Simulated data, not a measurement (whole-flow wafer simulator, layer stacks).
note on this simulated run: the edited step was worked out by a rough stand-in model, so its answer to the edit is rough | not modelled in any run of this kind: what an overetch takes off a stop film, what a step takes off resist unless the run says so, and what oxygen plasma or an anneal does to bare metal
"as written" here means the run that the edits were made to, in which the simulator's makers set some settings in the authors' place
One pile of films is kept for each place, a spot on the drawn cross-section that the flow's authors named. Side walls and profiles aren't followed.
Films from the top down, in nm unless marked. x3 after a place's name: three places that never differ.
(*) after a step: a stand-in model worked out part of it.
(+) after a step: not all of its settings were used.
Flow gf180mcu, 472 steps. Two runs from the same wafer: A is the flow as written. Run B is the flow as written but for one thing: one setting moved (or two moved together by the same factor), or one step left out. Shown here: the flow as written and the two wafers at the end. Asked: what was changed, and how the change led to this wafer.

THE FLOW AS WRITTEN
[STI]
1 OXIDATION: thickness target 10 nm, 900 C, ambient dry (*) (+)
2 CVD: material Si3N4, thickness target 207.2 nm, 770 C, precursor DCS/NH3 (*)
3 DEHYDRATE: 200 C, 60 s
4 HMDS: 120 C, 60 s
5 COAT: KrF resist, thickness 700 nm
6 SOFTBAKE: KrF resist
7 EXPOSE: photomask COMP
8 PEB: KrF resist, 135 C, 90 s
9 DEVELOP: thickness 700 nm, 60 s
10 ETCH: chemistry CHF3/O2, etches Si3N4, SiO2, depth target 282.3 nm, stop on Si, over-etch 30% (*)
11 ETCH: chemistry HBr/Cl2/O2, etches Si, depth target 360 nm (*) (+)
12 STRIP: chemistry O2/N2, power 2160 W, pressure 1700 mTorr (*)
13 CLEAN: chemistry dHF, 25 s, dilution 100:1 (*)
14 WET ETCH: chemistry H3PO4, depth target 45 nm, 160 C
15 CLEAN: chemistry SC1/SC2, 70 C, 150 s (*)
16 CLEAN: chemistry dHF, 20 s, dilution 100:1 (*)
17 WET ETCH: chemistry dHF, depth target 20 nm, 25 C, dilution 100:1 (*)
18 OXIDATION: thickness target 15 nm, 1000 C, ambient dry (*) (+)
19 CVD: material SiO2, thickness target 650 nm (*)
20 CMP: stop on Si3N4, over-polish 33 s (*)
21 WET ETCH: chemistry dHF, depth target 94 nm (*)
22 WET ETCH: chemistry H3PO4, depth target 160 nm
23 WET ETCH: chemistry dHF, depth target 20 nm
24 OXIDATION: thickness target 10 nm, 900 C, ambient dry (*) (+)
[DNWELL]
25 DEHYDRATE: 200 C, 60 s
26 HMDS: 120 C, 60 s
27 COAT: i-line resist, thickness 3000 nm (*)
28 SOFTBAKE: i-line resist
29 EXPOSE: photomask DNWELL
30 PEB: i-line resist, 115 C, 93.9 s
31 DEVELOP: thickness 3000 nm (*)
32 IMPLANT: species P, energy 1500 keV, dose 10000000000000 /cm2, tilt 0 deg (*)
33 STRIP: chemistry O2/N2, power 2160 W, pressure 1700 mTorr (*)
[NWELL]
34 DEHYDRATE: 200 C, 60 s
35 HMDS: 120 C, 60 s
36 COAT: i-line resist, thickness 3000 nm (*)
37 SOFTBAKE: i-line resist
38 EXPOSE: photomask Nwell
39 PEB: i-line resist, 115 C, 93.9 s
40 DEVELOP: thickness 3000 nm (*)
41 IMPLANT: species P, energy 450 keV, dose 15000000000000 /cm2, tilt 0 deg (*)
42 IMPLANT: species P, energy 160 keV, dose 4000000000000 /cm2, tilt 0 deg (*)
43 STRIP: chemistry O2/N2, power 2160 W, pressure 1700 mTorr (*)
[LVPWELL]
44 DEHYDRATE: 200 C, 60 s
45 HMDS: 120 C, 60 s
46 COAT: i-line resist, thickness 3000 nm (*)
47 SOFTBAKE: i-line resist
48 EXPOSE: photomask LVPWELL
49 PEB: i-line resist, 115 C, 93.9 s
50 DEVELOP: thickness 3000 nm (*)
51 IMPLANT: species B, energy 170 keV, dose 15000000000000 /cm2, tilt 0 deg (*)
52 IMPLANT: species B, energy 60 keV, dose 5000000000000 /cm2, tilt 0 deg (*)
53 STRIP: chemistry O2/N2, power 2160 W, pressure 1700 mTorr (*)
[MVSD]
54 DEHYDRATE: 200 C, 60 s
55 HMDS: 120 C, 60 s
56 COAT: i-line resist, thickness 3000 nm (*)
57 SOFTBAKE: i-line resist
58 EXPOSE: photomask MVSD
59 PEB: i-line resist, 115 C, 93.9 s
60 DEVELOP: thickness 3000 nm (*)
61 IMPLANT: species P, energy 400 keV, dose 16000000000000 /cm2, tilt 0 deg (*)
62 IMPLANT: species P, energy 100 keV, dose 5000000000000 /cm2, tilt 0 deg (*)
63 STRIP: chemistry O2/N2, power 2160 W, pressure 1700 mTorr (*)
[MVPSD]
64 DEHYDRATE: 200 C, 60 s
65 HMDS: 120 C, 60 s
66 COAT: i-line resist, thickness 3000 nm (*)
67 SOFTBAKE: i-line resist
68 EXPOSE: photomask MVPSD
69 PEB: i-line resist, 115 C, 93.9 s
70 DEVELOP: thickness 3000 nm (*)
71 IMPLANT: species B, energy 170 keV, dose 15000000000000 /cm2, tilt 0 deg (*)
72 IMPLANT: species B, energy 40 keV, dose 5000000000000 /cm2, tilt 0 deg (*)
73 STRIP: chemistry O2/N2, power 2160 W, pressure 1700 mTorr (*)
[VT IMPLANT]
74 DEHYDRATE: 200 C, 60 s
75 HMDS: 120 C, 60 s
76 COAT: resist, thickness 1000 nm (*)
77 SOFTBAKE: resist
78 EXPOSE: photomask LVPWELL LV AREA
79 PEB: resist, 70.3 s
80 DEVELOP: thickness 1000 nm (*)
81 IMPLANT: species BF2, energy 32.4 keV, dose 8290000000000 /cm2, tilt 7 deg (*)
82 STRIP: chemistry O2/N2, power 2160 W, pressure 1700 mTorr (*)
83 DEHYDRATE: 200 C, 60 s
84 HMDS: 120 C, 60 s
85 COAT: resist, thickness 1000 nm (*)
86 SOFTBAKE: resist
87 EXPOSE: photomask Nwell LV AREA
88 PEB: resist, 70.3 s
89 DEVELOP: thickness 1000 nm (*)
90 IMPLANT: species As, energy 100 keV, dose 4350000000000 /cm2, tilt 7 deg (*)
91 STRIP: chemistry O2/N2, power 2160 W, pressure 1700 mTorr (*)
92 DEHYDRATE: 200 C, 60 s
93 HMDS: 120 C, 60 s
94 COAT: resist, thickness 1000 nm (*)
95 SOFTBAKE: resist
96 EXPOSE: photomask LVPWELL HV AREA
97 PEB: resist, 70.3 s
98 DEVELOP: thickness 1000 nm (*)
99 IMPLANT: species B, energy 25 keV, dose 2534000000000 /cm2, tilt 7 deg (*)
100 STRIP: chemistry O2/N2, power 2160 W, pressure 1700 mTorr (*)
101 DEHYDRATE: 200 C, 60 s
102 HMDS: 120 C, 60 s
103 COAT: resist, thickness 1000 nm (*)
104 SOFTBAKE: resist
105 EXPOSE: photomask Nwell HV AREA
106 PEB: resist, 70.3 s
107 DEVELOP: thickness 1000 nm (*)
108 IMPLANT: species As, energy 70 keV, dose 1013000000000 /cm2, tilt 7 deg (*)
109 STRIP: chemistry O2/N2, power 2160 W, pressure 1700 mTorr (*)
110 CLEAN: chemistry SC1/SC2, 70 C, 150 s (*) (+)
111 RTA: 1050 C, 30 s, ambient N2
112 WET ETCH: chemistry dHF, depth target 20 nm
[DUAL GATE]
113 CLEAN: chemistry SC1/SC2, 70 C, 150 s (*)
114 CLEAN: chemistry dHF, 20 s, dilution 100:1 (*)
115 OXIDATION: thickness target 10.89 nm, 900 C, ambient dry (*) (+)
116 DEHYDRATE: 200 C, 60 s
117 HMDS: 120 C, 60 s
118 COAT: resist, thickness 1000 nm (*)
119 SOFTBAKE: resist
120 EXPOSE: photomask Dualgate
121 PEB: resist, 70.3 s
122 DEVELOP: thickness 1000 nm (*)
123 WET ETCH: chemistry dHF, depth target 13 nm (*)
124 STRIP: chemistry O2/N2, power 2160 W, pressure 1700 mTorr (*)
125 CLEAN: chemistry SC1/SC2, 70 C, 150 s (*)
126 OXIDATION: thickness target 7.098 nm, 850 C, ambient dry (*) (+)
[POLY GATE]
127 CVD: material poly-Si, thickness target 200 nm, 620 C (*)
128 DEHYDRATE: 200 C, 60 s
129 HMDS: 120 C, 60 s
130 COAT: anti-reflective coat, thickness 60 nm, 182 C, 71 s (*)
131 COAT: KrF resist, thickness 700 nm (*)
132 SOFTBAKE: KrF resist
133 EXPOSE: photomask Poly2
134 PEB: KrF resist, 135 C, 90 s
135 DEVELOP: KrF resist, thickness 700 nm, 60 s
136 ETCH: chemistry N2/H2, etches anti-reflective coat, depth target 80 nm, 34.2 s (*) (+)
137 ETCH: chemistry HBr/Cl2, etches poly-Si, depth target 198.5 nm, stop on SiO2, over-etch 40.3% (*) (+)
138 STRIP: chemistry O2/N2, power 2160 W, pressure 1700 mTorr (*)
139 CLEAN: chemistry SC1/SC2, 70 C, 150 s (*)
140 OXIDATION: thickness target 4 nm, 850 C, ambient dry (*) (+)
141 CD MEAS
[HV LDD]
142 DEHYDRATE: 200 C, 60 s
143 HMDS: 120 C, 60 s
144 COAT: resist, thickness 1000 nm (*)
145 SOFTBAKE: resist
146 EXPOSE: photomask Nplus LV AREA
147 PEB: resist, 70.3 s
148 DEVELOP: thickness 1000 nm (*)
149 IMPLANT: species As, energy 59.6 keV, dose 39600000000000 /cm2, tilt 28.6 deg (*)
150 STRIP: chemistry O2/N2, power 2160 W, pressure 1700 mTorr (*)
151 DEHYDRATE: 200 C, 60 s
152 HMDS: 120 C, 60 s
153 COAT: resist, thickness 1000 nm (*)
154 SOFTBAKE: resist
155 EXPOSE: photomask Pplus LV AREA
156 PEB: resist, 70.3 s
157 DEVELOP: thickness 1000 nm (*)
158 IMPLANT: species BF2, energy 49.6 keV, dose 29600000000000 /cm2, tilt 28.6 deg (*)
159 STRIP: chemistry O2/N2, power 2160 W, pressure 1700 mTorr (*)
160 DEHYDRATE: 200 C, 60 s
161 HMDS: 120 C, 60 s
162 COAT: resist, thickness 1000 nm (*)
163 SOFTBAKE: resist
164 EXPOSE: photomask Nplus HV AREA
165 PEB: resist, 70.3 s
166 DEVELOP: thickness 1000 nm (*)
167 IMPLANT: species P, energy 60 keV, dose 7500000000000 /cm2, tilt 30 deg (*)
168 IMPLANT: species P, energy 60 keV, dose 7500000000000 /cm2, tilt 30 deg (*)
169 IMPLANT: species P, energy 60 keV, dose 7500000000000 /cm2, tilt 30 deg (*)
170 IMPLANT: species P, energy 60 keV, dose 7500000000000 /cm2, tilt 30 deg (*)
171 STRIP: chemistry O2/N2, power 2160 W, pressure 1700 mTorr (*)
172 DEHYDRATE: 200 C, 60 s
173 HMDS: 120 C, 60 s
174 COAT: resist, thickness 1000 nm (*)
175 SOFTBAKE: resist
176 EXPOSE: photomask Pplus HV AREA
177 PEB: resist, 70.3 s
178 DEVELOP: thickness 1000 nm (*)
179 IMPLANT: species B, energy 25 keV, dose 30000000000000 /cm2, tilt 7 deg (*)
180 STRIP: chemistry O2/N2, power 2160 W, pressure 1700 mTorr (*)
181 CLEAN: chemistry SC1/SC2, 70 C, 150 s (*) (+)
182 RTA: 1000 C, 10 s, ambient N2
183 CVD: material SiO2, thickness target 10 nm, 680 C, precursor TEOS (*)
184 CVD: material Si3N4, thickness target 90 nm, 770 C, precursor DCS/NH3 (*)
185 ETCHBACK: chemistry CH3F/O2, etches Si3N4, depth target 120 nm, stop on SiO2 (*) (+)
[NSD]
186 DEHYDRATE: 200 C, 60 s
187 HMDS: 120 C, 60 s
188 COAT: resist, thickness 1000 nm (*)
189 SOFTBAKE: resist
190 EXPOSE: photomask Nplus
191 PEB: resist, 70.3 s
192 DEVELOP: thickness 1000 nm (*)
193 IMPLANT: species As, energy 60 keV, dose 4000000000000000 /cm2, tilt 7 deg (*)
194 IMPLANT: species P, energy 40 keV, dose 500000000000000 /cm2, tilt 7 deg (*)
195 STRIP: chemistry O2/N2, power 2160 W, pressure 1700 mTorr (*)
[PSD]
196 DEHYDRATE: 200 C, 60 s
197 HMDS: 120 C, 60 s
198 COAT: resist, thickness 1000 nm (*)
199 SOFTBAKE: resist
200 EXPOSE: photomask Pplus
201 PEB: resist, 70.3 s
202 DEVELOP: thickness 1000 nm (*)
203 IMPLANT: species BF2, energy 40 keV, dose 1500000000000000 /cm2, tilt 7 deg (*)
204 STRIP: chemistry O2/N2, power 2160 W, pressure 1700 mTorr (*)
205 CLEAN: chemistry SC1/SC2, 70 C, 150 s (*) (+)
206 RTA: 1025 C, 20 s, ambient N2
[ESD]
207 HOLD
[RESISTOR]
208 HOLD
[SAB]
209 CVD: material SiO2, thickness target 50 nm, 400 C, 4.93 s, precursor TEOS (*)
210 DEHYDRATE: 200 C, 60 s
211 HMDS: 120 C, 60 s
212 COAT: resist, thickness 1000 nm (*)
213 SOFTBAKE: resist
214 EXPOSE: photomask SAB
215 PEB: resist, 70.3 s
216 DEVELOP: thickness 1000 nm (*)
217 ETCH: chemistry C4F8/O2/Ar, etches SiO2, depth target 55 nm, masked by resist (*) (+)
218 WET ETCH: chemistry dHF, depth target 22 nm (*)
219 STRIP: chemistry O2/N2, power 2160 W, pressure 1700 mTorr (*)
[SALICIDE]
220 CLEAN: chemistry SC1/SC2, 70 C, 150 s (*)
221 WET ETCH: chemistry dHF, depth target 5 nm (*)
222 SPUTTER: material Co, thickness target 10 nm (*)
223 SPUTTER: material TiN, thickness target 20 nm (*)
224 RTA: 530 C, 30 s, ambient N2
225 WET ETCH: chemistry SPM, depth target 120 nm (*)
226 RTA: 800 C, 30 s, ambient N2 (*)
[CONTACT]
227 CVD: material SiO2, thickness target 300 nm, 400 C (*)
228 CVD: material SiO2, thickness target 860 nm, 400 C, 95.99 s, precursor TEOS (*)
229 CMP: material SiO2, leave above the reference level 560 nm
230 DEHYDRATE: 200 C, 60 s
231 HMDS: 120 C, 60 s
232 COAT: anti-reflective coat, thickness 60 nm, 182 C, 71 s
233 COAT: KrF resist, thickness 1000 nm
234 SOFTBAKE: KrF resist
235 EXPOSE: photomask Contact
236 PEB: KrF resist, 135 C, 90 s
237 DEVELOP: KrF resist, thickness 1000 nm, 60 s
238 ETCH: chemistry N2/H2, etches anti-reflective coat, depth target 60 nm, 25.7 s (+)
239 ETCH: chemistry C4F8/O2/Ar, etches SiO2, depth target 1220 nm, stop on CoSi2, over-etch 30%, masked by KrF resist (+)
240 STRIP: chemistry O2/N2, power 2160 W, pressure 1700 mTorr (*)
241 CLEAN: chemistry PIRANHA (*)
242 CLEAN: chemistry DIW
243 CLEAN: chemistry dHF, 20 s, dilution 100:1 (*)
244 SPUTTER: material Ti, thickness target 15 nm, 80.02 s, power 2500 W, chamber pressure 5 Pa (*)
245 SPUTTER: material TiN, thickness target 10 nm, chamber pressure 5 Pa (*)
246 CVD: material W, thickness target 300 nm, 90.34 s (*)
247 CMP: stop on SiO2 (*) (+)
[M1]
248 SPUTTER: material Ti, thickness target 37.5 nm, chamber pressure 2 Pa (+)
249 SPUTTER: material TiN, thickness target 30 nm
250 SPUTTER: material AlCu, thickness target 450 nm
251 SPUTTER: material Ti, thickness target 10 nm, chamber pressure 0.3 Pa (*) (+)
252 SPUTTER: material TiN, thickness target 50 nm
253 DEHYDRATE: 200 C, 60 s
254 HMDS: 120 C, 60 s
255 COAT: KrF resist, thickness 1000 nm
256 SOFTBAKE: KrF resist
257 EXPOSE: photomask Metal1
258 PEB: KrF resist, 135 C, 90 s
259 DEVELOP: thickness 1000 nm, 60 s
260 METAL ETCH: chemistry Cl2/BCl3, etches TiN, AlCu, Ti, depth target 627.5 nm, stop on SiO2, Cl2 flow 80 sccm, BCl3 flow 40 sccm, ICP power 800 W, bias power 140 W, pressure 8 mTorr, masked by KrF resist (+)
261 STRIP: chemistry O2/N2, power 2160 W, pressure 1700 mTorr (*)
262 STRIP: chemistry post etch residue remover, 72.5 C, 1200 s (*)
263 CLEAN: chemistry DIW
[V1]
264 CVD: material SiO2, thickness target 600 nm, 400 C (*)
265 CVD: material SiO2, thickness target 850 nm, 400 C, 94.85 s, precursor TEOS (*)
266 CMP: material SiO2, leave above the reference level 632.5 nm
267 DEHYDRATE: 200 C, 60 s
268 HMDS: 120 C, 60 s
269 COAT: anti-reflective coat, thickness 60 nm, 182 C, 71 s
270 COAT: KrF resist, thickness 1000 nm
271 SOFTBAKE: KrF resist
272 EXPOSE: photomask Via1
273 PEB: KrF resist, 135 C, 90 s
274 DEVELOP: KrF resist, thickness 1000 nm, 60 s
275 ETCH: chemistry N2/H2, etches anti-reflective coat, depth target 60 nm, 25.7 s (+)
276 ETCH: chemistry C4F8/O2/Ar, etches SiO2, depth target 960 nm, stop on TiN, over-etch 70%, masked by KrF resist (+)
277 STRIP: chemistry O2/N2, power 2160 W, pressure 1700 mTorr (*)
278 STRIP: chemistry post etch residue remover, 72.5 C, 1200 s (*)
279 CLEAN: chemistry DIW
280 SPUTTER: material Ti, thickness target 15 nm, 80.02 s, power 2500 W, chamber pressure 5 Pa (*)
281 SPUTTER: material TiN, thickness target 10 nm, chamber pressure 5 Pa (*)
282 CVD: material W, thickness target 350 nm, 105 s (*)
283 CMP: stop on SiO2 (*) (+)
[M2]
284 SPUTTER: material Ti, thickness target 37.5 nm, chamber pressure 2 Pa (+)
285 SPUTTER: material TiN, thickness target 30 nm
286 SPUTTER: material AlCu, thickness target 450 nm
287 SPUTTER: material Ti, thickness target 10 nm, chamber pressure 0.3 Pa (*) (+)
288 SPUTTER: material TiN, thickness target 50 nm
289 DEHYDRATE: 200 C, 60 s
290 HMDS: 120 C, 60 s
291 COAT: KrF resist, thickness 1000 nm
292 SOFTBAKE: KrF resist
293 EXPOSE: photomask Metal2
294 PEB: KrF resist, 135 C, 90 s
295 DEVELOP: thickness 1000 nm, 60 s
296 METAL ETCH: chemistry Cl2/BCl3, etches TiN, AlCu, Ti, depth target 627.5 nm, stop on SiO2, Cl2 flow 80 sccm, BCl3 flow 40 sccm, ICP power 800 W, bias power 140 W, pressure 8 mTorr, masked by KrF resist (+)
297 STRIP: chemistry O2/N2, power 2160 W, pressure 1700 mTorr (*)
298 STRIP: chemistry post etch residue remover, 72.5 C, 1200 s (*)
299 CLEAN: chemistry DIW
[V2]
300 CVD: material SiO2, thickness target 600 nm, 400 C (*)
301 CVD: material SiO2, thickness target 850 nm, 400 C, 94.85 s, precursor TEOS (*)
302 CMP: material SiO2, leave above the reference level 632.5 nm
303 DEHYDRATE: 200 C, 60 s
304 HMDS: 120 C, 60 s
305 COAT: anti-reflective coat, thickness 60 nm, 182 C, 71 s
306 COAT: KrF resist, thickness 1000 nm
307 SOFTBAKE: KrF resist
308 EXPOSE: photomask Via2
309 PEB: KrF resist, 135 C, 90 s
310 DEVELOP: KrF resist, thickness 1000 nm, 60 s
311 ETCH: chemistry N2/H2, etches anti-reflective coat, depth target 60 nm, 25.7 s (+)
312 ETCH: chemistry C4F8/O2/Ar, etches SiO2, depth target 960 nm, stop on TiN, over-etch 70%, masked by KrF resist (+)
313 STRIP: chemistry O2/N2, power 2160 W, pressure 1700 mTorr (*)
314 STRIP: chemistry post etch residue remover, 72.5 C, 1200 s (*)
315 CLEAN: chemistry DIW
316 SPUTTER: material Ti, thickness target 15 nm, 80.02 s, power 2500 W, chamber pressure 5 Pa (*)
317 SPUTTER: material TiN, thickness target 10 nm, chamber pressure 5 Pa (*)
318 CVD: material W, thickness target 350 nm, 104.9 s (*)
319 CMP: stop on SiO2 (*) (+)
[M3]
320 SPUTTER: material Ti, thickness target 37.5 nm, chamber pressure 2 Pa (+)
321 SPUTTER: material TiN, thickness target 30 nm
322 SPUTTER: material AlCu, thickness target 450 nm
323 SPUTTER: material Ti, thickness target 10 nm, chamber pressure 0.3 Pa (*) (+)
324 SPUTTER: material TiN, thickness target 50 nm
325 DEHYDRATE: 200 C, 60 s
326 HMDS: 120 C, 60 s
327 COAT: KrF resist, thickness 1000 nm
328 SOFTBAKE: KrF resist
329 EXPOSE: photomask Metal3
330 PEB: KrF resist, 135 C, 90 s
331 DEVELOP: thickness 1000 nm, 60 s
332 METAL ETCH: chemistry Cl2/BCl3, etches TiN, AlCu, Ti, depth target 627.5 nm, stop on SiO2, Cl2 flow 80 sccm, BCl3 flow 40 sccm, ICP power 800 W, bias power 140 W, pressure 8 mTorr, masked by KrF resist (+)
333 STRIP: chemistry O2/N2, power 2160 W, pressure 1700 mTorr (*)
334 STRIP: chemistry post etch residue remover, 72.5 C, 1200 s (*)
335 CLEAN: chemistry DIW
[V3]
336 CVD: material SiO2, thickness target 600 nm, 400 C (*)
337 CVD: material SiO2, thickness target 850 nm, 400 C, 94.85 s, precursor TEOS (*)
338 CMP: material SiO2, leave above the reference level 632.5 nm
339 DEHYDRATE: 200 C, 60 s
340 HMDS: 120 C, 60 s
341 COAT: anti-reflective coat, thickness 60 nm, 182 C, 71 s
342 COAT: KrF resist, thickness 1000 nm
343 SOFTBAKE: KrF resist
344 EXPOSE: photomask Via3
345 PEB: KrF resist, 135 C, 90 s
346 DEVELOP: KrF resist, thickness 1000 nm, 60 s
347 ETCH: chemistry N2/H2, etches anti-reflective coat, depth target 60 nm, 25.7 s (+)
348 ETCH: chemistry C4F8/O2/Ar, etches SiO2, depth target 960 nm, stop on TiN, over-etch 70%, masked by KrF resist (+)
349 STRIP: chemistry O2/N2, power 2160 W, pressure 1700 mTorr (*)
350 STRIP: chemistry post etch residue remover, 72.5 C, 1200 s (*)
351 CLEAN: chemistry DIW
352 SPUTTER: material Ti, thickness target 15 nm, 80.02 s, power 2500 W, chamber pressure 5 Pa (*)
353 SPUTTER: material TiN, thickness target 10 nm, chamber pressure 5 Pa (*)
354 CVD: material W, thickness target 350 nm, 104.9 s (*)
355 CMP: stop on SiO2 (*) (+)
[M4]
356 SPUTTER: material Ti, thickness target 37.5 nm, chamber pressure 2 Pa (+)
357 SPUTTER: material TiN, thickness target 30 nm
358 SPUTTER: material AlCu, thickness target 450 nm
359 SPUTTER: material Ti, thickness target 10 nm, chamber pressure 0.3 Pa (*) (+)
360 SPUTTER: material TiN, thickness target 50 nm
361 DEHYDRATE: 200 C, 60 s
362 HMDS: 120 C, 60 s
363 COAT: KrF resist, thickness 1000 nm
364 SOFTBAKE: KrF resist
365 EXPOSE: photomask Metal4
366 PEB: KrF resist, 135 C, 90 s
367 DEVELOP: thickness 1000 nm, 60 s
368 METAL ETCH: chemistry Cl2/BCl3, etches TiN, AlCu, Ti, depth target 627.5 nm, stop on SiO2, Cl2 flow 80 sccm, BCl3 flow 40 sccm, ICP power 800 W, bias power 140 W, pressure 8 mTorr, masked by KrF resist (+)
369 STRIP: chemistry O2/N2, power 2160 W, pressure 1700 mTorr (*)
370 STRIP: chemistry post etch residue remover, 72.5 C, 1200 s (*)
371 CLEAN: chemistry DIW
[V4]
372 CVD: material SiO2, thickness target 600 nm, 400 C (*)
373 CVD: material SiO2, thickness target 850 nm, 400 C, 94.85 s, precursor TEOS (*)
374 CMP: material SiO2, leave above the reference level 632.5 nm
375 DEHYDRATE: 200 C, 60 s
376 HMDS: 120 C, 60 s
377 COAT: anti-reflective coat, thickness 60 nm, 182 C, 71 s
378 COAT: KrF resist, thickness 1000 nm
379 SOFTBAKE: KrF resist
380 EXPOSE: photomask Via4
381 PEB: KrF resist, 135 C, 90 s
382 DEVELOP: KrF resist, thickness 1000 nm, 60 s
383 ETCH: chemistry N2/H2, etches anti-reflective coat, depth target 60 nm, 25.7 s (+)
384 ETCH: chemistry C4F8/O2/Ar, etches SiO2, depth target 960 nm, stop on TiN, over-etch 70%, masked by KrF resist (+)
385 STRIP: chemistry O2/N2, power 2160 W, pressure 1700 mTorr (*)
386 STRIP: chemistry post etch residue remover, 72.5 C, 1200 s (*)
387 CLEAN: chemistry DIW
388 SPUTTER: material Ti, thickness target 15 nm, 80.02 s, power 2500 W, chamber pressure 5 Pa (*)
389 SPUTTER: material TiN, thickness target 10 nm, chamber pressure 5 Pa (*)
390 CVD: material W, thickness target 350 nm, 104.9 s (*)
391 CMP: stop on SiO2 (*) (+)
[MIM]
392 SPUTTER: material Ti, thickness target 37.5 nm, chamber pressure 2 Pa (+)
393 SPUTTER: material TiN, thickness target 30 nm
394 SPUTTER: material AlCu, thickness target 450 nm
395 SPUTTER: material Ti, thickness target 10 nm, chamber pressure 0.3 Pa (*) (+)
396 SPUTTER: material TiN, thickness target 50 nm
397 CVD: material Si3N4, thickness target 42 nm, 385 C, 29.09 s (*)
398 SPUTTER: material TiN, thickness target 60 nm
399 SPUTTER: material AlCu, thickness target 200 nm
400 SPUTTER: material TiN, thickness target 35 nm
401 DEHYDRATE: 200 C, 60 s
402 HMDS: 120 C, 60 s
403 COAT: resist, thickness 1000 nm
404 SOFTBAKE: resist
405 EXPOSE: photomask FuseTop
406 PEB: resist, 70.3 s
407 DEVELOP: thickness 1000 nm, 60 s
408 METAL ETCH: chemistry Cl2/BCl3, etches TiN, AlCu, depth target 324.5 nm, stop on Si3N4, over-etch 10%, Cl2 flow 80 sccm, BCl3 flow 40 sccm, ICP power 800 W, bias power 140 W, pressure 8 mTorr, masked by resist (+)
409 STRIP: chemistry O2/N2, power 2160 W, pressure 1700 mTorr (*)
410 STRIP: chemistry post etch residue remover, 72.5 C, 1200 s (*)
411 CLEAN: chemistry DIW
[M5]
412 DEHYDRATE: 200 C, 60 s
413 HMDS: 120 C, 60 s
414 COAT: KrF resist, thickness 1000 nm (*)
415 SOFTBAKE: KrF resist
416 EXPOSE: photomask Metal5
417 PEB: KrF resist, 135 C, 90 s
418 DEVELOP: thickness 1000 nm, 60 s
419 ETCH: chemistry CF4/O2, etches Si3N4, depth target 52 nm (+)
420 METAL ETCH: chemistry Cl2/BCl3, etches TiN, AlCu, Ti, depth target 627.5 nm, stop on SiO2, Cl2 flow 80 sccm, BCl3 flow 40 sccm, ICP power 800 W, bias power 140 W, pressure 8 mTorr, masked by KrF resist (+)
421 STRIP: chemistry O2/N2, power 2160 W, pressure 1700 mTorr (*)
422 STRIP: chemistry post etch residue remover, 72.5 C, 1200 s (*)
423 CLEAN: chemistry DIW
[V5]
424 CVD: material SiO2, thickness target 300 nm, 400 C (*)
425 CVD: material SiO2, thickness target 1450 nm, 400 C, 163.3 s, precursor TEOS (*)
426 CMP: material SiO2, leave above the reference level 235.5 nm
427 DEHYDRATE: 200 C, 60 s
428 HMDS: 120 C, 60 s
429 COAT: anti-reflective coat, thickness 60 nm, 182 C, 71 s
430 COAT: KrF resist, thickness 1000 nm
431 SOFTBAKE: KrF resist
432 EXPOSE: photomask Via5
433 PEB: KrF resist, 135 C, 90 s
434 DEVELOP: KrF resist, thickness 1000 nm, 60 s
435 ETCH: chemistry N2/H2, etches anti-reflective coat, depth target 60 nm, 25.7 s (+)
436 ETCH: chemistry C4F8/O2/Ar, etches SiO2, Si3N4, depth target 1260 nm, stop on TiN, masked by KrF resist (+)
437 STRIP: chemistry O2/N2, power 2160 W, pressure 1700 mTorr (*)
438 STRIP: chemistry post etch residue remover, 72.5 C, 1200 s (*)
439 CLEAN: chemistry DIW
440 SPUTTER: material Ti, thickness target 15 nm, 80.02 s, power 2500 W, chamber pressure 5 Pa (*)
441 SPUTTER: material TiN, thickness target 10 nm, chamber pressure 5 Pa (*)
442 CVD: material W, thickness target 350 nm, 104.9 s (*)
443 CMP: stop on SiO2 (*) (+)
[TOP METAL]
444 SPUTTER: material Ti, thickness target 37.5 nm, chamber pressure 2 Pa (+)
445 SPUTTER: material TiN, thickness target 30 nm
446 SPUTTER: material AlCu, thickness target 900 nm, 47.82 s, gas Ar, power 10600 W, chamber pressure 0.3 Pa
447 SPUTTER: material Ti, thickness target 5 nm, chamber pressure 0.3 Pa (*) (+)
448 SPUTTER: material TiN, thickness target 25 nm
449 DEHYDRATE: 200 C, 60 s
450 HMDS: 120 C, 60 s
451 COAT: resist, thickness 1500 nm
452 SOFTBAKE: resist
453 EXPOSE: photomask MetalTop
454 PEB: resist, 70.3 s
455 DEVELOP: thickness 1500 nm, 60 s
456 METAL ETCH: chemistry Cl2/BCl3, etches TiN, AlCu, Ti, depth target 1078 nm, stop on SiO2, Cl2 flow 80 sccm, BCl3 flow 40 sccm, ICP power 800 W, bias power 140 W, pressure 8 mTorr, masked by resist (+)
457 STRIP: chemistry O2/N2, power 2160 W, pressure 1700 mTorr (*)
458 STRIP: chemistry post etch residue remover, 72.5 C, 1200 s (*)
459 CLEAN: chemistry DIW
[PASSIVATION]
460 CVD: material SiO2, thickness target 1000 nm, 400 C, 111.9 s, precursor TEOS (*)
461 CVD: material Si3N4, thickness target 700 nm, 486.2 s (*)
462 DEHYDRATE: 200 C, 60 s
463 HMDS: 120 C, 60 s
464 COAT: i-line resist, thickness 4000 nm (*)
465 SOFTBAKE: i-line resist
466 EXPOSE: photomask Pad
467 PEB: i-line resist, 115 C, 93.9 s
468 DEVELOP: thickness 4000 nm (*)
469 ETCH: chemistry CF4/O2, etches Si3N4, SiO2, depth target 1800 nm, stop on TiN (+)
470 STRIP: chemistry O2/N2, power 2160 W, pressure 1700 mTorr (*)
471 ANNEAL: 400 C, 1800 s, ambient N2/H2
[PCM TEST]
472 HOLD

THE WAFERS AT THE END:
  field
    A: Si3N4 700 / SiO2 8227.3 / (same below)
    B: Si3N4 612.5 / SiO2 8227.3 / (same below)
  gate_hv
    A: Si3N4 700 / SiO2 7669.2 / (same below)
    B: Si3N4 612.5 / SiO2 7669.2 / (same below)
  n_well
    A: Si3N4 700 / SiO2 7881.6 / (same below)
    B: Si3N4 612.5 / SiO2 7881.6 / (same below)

The cause: step 461, CVD: thickness target 612 nm was run, where the flow has thickness target 700 nm; step 461, CVD: 425.4 s was run, where the flow has 486.2 s.

How the change led to this, step by step:
  461 CVD: material Si3N4, thickness target 700 nm, 486.2 s (*)
      field, field__w1, field__w2 and 109 more: A Si3N4 +700 (new film) | B Si3N4 +612.5 (new film)
  469 ETCH: chemistry CF4/O2, etches Si3N4, SiO2, depth target 1800 nm, stop on TiN (+)
      pad: A Si3N4 -700 (all of it), SiO2 -1000 (all of it) | B Si3N4 -612.5 (all of it), SiO2 -1000 (all of it)
